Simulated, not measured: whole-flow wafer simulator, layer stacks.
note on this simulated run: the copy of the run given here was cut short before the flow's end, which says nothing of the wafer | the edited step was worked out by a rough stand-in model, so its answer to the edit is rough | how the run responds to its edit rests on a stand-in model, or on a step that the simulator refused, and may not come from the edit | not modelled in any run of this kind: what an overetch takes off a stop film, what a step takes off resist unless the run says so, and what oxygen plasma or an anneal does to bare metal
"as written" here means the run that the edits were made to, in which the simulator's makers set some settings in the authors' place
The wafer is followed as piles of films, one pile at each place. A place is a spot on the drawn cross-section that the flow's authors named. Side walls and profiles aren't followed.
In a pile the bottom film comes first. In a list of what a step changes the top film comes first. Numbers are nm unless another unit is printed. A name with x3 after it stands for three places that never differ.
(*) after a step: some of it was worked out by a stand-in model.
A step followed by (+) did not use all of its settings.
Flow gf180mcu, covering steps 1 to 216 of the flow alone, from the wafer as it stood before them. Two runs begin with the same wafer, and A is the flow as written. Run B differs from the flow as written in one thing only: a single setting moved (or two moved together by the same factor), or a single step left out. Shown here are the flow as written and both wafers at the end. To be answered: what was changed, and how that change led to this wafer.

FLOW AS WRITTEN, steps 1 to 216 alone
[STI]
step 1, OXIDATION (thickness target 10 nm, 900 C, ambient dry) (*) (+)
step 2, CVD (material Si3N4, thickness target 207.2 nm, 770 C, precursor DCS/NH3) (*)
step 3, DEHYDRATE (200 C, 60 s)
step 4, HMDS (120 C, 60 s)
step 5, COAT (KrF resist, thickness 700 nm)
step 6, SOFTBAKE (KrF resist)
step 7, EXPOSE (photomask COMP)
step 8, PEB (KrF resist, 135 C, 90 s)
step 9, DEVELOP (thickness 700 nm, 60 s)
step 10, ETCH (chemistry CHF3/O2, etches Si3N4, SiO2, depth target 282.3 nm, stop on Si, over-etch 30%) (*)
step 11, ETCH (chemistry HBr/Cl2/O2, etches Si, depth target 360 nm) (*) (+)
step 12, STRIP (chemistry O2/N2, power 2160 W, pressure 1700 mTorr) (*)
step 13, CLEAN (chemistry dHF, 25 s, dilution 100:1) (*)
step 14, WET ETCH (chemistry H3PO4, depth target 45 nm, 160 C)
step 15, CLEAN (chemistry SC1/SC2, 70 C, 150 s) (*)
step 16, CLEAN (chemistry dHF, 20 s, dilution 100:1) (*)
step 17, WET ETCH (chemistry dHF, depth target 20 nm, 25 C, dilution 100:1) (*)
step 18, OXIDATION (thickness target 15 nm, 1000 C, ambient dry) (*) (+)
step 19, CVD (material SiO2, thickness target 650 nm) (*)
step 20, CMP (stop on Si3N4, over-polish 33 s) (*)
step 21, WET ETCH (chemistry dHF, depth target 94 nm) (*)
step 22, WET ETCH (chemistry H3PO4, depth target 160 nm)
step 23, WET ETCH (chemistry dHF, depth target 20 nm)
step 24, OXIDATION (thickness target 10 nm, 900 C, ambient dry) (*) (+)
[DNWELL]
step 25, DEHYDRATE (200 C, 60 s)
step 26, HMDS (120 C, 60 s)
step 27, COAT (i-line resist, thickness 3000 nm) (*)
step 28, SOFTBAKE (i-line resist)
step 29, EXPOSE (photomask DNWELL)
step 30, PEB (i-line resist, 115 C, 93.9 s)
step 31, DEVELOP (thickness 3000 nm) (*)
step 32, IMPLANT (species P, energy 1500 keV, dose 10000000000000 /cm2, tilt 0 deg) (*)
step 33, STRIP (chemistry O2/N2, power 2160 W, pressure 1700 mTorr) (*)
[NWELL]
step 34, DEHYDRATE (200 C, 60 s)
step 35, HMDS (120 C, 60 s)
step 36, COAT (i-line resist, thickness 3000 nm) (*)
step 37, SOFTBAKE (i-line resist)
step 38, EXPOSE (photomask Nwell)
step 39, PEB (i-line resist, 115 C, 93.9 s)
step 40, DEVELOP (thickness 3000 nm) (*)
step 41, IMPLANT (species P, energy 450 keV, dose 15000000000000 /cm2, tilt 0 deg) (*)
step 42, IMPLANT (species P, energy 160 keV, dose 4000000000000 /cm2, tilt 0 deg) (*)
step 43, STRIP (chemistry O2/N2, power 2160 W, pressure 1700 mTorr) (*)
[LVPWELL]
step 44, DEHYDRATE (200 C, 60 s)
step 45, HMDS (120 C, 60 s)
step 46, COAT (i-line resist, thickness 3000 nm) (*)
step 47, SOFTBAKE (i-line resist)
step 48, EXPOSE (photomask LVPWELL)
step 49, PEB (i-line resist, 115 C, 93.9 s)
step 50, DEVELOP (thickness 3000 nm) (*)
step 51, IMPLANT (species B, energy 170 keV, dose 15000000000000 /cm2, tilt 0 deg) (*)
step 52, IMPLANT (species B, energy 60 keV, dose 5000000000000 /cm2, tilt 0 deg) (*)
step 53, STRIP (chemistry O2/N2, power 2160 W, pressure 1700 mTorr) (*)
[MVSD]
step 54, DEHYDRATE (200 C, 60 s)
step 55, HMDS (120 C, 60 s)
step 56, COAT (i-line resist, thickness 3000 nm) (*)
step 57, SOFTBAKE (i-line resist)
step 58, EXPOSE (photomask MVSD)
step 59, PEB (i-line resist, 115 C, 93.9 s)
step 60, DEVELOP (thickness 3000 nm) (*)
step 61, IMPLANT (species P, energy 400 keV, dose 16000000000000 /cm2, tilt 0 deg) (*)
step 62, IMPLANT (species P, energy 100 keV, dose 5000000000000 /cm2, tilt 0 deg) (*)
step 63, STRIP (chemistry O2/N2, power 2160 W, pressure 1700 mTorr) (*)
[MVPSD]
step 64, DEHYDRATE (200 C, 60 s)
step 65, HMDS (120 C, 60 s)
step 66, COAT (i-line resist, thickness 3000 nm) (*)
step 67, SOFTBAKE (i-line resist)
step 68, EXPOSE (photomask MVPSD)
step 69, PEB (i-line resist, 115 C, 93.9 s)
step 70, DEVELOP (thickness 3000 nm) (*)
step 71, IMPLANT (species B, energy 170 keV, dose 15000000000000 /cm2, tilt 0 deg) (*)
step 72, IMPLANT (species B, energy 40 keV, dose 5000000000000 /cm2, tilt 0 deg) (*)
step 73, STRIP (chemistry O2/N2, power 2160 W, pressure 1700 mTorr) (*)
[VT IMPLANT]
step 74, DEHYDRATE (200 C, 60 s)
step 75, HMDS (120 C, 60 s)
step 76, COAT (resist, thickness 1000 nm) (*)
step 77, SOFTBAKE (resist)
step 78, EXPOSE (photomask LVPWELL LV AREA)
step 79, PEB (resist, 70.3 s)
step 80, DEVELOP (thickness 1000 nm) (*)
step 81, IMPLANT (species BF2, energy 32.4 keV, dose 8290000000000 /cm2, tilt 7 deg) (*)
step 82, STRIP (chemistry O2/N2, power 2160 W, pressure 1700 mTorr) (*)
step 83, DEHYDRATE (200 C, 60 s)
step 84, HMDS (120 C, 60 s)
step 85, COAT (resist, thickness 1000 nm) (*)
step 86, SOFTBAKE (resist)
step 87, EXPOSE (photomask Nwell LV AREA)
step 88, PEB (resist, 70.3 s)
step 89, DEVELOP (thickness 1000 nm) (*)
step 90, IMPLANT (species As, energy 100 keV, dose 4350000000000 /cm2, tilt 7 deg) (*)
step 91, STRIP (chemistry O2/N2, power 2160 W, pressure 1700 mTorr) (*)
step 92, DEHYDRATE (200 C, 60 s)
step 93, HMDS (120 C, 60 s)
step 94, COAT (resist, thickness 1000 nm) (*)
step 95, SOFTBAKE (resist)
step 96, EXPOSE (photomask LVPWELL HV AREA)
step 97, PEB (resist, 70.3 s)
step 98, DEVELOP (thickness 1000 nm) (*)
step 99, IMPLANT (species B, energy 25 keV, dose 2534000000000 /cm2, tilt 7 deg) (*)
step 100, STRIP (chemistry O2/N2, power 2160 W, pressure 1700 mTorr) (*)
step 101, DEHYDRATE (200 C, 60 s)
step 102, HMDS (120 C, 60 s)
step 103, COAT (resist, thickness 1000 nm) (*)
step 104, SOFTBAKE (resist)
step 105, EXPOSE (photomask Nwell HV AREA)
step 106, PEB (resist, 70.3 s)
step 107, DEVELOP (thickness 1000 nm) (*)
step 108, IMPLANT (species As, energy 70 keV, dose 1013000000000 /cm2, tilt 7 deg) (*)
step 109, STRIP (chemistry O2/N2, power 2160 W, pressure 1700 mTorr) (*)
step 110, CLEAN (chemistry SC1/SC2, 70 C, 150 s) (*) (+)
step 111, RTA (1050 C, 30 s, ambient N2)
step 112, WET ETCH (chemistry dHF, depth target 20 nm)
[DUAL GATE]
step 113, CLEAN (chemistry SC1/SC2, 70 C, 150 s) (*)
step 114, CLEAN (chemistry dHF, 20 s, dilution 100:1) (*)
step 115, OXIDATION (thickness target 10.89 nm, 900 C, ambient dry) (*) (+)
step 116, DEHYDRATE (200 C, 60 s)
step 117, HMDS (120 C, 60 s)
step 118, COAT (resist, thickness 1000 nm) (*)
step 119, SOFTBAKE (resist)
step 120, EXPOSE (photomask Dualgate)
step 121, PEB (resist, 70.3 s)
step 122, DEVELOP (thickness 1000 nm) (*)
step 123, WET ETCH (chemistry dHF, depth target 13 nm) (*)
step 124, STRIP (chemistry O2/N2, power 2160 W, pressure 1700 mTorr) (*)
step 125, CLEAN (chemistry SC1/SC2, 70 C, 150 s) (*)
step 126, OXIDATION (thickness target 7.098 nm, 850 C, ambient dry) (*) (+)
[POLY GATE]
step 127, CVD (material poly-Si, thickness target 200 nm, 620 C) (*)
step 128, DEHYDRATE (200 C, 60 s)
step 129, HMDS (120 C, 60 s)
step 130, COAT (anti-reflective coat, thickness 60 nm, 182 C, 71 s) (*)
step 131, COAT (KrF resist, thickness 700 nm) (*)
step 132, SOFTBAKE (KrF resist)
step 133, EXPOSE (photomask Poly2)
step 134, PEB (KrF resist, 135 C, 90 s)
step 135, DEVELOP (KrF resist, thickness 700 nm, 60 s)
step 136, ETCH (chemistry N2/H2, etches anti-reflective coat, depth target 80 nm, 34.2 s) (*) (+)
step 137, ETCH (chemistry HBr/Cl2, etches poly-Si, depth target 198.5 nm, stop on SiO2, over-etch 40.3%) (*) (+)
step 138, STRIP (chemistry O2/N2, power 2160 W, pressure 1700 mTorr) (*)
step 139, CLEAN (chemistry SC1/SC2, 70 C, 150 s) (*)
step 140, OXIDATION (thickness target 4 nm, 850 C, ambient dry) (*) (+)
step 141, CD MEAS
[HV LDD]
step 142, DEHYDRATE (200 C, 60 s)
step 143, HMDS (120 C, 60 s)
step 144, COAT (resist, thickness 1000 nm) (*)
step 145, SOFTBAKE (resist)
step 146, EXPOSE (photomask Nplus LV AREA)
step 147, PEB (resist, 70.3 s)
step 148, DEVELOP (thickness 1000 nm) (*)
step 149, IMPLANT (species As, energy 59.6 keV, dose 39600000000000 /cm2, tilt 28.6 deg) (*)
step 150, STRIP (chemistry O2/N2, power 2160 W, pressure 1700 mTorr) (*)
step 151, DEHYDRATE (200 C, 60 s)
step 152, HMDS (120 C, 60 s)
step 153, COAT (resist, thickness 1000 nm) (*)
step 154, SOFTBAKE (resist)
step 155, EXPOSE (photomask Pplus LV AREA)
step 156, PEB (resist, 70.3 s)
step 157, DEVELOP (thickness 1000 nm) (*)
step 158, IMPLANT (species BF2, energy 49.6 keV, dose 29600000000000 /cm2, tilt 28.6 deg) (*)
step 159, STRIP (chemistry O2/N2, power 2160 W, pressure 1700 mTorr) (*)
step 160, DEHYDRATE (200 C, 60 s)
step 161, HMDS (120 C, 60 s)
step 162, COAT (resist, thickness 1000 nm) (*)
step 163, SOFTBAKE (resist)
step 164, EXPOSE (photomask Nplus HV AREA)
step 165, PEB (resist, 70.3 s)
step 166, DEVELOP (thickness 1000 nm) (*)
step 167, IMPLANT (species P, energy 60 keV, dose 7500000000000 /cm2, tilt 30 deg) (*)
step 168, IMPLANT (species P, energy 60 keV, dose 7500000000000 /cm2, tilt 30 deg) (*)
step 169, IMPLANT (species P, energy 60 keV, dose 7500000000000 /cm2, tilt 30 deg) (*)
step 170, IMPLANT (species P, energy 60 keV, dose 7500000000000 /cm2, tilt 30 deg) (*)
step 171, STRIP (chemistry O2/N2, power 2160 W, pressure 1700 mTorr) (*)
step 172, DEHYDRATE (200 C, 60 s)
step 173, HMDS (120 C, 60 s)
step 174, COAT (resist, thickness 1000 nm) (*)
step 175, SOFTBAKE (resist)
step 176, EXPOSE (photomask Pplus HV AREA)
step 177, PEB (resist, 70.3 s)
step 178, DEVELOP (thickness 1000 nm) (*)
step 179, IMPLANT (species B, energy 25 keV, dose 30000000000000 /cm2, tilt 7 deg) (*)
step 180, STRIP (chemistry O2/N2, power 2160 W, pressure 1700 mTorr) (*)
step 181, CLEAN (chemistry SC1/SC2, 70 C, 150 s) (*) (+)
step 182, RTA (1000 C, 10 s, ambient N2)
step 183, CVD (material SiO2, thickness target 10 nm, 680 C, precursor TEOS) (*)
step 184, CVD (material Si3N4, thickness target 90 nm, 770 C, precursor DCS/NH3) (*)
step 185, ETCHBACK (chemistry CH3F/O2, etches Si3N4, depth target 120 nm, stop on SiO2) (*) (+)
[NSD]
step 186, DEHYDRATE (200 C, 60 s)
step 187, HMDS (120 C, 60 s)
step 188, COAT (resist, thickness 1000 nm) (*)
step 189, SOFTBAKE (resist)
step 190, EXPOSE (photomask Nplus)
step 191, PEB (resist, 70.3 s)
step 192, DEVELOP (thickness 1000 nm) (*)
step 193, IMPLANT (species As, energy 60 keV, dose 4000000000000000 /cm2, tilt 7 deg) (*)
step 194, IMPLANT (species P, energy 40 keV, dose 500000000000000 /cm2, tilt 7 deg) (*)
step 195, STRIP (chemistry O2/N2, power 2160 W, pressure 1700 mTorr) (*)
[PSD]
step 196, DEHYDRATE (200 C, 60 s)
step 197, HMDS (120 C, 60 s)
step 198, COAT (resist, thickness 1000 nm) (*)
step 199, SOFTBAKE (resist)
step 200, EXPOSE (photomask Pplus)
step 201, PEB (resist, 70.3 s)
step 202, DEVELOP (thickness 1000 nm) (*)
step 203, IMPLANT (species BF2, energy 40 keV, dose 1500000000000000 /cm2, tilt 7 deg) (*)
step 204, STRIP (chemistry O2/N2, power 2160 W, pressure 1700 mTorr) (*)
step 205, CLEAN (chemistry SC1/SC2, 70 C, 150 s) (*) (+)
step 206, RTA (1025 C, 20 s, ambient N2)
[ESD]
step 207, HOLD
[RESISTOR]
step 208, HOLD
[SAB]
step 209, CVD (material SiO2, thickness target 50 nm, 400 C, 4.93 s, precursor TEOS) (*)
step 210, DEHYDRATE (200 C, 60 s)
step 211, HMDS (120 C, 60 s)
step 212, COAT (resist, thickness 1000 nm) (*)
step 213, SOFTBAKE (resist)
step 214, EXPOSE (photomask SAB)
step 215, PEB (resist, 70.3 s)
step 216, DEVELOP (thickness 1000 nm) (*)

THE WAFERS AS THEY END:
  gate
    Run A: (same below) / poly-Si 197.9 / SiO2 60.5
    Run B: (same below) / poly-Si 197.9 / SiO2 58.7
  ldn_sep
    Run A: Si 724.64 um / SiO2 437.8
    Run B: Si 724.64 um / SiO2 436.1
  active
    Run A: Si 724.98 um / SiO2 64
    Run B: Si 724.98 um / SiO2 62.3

The reason: step 183, CVD: thickness target 8.25 nm was run, though the flow has thickness target 10 nm.

How this came from the change, step by step:
  step 183, CVD (material SiO2, thickness target 10 nm, 680 C, precursor TEOS) (*)
      field, field__w1, field__w2 and 99 more: A SiO2 gains 10 | B SiO2 gains 8.25
      ld_drift_p: A SiO2 gains 9.87 | B SiO2 gains 8.14
      (and at 1 other place as well)
  step 189, SOFTBAKE (resist)
      field: A resist gains 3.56 | B resist loses 0.36
      active_hv: A resist gains 2.68 | B resist loses 0.53
      (and at 3 other places as well)
  step 199, SOFTBAKE (resist)
      field: A resist gains 3.56 | B resist loses 0.36
      active_hv: A resist gains 2.68 | B resist loses 0.53
      (and at 3 other places as well)
